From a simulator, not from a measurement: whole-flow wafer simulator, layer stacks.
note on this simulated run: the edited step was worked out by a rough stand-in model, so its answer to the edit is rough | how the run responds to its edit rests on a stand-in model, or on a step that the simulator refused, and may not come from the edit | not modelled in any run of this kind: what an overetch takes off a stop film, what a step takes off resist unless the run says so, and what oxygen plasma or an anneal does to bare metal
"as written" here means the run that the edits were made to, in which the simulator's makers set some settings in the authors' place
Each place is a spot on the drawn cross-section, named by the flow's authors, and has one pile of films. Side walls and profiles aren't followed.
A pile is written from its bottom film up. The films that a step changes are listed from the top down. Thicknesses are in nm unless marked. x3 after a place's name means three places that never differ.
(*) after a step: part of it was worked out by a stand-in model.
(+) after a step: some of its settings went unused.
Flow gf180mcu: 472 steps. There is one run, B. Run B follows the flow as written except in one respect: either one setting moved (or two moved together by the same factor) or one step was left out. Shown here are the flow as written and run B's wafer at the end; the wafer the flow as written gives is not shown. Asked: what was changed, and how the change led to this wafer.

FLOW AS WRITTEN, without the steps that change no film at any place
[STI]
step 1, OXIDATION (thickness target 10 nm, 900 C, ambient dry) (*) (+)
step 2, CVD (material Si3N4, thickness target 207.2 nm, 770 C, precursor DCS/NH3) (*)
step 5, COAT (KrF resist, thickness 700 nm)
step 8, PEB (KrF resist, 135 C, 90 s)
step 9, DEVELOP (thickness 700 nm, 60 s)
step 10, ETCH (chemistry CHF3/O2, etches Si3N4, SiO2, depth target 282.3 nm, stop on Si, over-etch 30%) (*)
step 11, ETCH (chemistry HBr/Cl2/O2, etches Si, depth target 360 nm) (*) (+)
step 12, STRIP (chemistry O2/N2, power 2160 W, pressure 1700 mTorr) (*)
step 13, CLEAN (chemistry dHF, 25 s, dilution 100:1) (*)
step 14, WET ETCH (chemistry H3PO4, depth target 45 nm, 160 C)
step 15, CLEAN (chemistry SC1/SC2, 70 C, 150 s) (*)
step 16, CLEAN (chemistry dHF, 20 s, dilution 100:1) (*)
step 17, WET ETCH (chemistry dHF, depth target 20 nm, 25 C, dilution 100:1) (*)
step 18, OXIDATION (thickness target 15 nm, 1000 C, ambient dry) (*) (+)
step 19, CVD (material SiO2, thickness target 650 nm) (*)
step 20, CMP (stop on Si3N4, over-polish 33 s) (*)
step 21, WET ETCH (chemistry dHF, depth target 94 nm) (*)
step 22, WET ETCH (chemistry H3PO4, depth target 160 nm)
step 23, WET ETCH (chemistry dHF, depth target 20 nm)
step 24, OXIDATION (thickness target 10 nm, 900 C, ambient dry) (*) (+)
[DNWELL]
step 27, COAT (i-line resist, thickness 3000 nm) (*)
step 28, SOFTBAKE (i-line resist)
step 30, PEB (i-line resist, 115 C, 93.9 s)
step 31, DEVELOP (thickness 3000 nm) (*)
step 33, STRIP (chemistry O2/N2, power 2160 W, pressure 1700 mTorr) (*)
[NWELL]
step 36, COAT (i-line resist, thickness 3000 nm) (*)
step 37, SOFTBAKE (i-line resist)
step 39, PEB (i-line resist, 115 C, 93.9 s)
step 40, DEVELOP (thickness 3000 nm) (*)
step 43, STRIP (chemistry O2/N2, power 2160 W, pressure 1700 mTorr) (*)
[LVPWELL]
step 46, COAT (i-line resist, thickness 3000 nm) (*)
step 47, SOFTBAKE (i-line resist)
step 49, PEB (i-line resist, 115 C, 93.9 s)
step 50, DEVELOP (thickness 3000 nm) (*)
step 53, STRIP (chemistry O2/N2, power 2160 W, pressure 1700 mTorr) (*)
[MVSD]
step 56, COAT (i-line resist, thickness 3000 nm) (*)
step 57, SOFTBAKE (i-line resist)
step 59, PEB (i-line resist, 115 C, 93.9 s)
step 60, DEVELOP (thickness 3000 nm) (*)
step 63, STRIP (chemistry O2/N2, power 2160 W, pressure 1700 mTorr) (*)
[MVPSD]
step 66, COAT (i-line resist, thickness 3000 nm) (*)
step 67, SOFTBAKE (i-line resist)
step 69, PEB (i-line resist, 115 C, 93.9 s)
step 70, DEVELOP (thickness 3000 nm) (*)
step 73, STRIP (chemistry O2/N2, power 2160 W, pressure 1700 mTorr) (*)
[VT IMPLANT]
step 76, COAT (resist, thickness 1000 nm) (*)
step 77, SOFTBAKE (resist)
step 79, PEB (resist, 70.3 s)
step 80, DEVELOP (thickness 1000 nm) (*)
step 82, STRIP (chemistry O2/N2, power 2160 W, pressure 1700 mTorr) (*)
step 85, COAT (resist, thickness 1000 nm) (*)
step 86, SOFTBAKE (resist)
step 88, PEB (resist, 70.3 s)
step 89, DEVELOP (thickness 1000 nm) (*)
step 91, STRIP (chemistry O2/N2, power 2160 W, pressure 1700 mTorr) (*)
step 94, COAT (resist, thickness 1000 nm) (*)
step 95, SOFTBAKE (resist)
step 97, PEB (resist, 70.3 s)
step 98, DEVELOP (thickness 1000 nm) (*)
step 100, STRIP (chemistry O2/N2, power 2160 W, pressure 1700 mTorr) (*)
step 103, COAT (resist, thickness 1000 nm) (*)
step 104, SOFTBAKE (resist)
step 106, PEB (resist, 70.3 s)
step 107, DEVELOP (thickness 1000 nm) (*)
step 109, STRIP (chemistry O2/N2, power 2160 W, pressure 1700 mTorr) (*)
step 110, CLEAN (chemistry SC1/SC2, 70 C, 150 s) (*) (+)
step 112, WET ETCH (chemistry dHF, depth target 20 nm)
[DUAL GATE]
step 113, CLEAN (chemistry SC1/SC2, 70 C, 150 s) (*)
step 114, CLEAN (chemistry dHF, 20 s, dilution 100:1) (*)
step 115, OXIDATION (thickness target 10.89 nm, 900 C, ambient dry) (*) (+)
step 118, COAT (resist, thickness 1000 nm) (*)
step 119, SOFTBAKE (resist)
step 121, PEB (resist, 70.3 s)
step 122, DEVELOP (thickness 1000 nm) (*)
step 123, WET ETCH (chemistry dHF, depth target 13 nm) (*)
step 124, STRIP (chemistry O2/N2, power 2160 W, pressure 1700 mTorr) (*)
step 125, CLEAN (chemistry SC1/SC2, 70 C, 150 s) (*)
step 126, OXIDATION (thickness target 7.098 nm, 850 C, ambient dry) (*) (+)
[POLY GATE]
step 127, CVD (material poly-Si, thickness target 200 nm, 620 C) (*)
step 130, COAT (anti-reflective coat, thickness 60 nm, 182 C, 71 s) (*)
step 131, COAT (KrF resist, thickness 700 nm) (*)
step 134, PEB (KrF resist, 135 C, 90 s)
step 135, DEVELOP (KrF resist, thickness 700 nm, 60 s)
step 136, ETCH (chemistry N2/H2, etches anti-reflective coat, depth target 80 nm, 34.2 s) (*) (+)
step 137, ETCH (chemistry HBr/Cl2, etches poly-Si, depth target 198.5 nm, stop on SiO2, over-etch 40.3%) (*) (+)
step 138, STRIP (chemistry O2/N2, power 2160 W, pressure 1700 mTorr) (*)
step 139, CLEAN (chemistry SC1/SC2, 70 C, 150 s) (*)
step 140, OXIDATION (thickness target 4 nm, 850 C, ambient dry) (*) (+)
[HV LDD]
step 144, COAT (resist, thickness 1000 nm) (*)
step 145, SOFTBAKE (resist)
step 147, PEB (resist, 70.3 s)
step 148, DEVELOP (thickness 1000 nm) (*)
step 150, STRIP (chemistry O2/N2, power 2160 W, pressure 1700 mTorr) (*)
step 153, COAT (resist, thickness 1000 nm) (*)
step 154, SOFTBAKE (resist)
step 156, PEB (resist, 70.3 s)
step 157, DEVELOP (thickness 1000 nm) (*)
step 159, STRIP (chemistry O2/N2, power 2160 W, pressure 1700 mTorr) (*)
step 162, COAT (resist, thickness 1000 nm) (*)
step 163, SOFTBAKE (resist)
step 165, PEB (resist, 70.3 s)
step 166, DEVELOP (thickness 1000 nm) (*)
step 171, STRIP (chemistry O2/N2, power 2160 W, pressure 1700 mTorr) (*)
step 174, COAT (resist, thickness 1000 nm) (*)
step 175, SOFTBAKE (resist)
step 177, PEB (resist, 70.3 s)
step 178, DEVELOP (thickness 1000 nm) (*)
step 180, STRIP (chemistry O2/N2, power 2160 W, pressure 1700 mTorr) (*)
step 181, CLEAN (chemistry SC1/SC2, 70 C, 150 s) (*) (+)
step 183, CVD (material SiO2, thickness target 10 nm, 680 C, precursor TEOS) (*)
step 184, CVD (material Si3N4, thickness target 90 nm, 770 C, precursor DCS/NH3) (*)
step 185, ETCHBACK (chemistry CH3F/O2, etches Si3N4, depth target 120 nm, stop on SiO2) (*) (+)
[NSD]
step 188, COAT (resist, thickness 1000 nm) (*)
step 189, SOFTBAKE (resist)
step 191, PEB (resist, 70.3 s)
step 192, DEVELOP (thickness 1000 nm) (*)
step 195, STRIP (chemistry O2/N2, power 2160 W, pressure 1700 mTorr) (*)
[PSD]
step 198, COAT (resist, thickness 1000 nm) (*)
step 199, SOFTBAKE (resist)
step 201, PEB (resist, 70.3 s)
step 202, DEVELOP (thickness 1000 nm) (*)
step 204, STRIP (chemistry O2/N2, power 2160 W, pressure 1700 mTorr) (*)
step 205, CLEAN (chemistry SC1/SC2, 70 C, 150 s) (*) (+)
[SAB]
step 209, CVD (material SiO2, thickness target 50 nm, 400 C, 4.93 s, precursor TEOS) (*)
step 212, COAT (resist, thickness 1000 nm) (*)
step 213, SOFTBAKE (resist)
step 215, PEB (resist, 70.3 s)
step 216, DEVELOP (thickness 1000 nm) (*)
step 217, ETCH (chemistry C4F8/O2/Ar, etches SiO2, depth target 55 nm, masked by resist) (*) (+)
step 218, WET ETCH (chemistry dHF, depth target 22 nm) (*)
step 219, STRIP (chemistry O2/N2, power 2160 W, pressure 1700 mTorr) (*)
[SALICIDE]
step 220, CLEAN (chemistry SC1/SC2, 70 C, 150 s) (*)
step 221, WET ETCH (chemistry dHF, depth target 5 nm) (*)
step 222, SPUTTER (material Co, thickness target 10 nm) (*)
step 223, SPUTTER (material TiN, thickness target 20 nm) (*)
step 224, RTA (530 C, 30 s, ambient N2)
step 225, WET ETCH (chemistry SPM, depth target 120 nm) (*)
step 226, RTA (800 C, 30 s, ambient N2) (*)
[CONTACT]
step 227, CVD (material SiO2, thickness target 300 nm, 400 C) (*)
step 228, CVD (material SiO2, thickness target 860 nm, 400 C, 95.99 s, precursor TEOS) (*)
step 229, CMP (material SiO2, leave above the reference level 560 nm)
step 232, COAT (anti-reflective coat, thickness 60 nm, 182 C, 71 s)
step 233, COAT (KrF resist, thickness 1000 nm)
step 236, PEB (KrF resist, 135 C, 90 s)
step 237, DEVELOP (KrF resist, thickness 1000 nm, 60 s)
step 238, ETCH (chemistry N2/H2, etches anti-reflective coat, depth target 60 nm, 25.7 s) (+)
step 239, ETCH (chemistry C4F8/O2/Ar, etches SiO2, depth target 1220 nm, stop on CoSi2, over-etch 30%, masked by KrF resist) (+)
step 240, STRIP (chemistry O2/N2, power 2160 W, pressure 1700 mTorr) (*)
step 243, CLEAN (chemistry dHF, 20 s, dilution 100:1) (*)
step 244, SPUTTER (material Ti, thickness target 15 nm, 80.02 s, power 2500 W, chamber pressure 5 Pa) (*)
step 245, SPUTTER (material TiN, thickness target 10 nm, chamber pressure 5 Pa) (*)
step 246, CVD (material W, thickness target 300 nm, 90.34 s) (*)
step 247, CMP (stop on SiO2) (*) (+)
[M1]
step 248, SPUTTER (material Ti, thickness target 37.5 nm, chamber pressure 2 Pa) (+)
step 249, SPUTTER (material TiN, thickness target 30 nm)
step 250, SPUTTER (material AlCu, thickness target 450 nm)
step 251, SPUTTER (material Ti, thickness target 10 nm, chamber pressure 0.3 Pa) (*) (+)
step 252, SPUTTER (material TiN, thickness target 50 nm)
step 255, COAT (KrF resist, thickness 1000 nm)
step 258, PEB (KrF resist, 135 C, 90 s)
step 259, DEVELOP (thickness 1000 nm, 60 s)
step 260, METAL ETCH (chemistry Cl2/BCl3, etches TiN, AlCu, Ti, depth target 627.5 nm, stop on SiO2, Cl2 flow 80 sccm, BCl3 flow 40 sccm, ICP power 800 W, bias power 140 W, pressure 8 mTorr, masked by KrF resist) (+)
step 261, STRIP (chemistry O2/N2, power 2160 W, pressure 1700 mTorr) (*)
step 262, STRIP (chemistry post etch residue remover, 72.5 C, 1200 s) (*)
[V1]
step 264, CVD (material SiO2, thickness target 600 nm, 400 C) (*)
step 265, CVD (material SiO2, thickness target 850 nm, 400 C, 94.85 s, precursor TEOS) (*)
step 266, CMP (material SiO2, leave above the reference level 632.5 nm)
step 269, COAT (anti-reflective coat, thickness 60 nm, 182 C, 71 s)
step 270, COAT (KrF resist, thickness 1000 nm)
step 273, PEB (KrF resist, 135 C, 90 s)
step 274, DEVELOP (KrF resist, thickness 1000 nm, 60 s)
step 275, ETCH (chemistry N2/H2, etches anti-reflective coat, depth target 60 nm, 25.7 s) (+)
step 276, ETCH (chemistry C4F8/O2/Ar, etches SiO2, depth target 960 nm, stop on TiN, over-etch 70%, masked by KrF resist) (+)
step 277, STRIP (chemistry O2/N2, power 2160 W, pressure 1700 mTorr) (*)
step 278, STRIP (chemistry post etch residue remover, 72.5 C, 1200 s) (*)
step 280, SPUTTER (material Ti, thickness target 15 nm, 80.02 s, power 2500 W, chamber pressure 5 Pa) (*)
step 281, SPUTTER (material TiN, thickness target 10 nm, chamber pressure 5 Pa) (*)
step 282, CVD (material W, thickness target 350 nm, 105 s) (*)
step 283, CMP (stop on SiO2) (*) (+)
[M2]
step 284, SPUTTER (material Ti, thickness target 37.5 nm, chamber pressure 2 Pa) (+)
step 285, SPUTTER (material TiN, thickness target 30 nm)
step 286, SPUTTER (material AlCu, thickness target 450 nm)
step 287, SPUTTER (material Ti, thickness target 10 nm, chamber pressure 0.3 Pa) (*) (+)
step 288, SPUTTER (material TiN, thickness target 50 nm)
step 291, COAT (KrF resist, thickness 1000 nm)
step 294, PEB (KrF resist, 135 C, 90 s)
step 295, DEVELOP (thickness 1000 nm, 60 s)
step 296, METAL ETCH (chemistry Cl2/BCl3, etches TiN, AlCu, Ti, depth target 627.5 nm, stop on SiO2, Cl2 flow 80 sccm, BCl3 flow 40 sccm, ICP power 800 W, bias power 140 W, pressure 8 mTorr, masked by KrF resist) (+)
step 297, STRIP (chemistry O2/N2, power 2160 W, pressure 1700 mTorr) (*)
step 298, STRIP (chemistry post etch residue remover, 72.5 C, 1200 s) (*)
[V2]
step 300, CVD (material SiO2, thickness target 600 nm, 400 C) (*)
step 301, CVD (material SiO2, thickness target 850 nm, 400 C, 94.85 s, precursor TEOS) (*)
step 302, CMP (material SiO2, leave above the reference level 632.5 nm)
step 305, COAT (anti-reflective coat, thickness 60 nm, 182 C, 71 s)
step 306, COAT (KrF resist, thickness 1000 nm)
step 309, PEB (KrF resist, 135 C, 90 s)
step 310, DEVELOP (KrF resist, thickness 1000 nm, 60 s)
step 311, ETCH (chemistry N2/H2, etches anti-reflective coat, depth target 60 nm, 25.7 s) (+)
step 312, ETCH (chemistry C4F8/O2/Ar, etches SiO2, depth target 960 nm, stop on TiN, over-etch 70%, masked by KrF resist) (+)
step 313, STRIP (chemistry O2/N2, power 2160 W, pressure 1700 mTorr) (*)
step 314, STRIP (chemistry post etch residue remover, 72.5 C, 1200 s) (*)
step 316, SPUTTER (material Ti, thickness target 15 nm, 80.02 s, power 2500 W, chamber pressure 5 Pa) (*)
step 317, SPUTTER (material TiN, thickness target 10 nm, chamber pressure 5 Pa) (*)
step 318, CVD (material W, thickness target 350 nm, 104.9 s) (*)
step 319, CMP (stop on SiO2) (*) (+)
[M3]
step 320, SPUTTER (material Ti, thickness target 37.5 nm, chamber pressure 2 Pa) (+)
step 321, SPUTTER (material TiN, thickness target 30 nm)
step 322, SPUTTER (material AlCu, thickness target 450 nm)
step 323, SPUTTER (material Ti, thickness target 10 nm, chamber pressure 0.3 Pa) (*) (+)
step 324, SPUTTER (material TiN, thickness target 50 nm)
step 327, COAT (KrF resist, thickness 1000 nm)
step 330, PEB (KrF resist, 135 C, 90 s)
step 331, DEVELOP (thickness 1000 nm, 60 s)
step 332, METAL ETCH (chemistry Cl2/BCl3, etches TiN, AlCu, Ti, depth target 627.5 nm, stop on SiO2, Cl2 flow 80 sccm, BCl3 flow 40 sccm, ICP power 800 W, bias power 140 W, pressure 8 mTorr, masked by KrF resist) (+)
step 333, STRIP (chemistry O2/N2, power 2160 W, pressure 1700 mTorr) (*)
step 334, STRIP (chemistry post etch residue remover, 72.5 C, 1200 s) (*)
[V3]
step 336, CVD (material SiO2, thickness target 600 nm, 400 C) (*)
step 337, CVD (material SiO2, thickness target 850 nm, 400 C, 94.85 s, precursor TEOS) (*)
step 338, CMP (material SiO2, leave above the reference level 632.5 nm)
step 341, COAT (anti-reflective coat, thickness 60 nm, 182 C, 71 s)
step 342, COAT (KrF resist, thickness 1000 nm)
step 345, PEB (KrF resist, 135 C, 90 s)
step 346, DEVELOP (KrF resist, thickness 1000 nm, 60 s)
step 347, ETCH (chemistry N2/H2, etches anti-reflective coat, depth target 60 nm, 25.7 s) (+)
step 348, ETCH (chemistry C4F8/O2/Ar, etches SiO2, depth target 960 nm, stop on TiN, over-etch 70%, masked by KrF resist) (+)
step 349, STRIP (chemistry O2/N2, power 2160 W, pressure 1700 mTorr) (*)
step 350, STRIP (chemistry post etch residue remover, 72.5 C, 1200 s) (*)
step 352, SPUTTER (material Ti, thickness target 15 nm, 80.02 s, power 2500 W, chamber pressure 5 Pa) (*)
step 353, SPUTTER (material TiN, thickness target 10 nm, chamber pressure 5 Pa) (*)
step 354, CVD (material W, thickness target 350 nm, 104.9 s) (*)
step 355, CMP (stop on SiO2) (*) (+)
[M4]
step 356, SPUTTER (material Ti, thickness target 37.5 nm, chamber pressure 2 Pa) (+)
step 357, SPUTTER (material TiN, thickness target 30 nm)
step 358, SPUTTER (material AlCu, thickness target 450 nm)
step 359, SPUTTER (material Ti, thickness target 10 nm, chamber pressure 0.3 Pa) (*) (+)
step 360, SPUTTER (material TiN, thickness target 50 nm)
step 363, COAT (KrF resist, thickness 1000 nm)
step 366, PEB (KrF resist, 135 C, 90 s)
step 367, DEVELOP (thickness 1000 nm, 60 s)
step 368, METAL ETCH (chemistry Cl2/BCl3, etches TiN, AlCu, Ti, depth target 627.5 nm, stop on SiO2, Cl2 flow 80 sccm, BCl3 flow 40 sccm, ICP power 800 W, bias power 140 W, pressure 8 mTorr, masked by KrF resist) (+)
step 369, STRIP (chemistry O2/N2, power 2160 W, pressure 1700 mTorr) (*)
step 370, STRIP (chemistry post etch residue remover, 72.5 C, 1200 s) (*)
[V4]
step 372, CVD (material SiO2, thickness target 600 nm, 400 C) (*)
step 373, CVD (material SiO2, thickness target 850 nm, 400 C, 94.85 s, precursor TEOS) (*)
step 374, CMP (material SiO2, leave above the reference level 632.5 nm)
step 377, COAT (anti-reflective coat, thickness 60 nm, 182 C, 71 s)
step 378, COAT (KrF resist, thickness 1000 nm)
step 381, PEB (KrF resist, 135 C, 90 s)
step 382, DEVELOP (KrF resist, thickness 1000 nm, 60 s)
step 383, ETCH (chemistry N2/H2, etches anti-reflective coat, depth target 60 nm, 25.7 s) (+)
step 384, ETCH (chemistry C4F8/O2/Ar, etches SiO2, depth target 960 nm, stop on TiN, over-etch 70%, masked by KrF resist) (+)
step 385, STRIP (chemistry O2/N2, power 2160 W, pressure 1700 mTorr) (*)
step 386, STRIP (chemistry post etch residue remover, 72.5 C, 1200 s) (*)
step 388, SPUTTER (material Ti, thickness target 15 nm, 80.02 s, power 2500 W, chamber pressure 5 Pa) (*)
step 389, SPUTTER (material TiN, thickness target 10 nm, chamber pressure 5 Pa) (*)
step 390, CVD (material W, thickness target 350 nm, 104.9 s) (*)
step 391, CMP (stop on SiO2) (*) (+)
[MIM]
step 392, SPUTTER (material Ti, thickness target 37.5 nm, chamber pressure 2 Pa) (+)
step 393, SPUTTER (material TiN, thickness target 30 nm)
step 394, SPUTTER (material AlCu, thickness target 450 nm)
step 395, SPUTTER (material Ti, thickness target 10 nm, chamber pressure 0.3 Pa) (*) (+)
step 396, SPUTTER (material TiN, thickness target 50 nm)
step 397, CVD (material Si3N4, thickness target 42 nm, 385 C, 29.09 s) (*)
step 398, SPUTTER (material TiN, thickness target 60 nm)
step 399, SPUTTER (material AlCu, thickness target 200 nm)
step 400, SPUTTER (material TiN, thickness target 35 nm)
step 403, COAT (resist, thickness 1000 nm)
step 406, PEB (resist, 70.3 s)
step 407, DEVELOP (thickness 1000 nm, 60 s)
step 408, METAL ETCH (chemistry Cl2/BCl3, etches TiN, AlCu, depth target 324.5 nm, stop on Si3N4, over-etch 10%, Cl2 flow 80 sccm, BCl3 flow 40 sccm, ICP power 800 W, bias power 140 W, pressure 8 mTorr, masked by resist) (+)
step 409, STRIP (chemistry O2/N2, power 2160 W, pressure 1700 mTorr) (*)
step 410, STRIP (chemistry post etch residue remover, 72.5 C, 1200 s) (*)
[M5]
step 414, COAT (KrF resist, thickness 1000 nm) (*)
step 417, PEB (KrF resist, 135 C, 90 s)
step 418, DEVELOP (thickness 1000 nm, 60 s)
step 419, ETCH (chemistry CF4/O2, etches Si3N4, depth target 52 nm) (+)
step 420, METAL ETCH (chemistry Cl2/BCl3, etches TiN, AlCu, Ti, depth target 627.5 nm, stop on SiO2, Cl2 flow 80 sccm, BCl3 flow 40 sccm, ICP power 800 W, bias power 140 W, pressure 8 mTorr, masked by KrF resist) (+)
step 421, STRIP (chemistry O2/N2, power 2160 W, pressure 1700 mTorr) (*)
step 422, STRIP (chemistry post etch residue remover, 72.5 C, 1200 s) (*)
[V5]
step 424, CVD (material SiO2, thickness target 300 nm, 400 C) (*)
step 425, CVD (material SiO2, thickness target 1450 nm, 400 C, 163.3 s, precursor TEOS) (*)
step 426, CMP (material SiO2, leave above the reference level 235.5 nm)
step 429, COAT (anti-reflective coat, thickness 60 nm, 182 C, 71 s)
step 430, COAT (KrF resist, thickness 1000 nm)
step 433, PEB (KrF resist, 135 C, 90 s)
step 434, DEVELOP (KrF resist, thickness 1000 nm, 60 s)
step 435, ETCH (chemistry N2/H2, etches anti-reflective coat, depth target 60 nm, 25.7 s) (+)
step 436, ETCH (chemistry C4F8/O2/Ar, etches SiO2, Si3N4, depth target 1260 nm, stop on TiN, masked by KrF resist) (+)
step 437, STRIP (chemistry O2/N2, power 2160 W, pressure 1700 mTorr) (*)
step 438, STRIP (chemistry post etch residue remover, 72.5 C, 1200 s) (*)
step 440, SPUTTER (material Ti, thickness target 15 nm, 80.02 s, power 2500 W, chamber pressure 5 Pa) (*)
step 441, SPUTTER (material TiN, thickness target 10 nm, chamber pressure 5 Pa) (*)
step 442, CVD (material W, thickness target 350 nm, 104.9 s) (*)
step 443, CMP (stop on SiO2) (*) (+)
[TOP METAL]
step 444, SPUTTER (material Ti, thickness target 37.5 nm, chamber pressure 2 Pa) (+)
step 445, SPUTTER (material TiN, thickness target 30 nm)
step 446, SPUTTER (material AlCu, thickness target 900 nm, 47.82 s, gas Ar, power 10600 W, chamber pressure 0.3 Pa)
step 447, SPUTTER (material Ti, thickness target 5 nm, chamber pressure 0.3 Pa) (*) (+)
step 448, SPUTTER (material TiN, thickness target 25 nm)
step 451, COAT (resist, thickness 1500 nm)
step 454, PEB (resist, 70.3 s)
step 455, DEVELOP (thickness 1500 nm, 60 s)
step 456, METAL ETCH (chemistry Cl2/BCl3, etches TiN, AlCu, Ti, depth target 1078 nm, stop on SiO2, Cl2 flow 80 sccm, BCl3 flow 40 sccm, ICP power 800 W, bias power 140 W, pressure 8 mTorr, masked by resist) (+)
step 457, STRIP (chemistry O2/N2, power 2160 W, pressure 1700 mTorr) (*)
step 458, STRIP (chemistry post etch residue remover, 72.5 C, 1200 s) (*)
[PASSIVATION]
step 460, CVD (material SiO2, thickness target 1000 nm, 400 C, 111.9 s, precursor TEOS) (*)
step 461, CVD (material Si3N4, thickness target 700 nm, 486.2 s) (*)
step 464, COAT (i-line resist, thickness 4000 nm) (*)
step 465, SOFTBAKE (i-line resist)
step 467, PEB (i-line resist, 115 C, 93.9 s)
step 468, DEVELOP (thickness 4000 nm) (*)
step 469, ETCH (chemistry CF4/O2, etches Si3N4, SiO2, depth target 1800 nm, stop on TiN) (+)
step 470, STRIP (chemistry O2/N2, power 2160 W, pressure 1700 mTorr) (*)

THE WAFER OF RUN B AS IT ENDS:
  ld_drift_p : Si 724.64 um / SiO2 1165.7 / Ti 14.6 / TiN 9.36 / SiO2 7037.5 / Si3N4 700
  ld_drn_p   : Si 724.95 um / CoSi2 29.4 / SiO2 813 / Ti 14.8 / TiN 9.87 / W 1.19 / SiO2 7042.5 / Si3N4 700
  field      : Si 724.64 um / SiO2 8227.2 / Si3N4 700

The reason: step 228, CVD: thickness target 576 nm was run, whereas the flow has thickness target 860 nm; step 228, CVD: 64.31 s was run, where the flow has 95.99 s.

How this came from the change, step by step:
  step 228, CVD (material SiO2, thickness target 860 nm, 400 C, 95.99 s, precursor TEOS) (*)
      field, field__w7, field__w8 and 70 more: +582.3 SiO2 (it would be, as written: +860 SiO2)
      field__w3, field__w12: +549.9 SiO2 (it would be, as written: +807.3 SiO2)
      (and at 36 other places as well)
  step 229, CMP (material SiO2, leave above the reference level 560 nm)
      field_sub, field_sub__w2: nothing (it would be, as written: -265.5 SiO2)
      ld_drift_p, ld_drn_p: nothing (it would be, as written: -425.8 SiO2)
      (and at 107 other places as well)
  step 232, COAT (anti-reflective coat, thickness 60 nm, 182 C, 71 s)
      field__w2: +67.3 anti-reflective coat (new film) (it would be, as written: +60 anti-reflective coat (new film))
      field__w3: +83.5 anti-reflective coat (new film) (it would be, as written: +60 anti-reflective coat (new film))
      (and at 19 other places as well)
  step 240, STRIP (chemistry O2/N2, power 2160 W, pressure 1700 mTorr) (*)
      field__w2: -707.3 KrF resist (all of it), -67.3 anti-reflective coat (all of it) (it would be, as written: -707.7 KrF resist (all of it), -60 anti-reflective coat (all of it))
      field__w3: -707.6 KrF resist (all of it), -83.5 anti-reflective coat (all of it) (it would be, as written: -707.7 KrF resist (all of it), -60 anti-reflective coat (all of it))
      (and at 19 other places as well)
  step 244, SPUTTER (material Ti, thickness target 15 nm, 80.02 s, power 2500 W, chamber pressure 5 Pa) (*)
      field__w3: +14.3 Ti (new film) (it would be, as written: +15 Ti (new film))
  step 245, SPUTTER (material TiN, thickness target 10 nm, chamber pressure 5 Pa) (*)
      field__w3: +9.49 TiN (new film) (it would be, as written: +10 TiN (new film))
  step 247, CMP (stop on SiO2) (*) (+)
      field_sub, field_sub__w2, nw_enc_fld_lv: -300 W (all of it), -10 TiN (all of it), -15 Ti (all of it) (it would be, as written: -300 W (all of it), -10 TiN (all of it), -15 Ti (all of it), -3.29 SiO2)
      field__w2: -300 W (all of it), -10 TiN (all of it), -9.67 Ti (it would be, as written: -300 W (all of it), -10 TiN (all of it), -15 Ti (all of it), -3.29 SiO2)
      (and at 7 other places as well)
  step 248, SPUTTER (material Ti, thickness target 37.5 nm, chamber pressure 2 Pa) (+)
      field__w2: +37.5 Ti (it would be, as written: +37.5 Ti (new film))
  step 260, METAL ETCH (chemistry Cl2/BCl3, etches TiN, AlCu, Ti, depth target 627.5 nm, stop on SiO2, Cl2 flow 80 sccm, BCl3 flow 40 sccm, ICP power 800 W, bias power 140 W, pressure 8 mTorr, masked by KrF resist) (+)
      ld_drift_p, ld_drn_p: -50 TiN (all of it), -10 Ti (all of it), -450 AlCu (all of it), -30 TiN (all of it), -37.5 Ti (all of it), -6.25 W (it would be, as written: -50 TiN (all of it), -10 Ti (all of it), -450 AlCu (all of it), -30 TiN (all of it), -37.5 Ti (all of it))
      field__w3: -50 TiN (all of it), -10 Ti (all of it), -450 AlCu (all of it), -30 TiN (all of it), -37.5 Ti (all of it), -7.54 TiN (all of it), -14.3 Ti (all of it) (it would be, as written: -50 TiN (all of it), -10 Ti (all of it), -450 AlCu (all of it), -30 TiN (all of it), -37.5 Ti (all of it))
      (and at 3 other places as well)
  step 262, STRIP (chemistry post etch residue remover, 72.5 C, 1200 s) (*)
      ld_drift_p: -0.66 W (all of it), -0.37 TiN (it would be, as written: nothing)
      ld_drn_p: -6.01 W (it would be, as written: nothing)
  step 264, CVD (material SiO2, thickness target 600 nm, 400 C) (*)
      ld_drift_p, ld_drn_p: +600 SiO2 (new film) (it would be, as written: +600 SiO2)
  step 266, CMP (material SiO2, leave above the reference level 632.5 nm)
      field__w3, field__w12: -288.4 SiO2 (it would be, as written: -300 SiO2)
      mim: -271.9 SiO2 (it would be, as written: -300 SiO2)
      (and at 2 other places as well)
If metal films that touch count as one body, ld_drift_p has 1 body; the flow as written gives 0 bodies.
If metal films that touch count as one body, ld_drn_p has 2 bodies (between them, from the top down: SiO2 813); the flow as written gives 1 body.
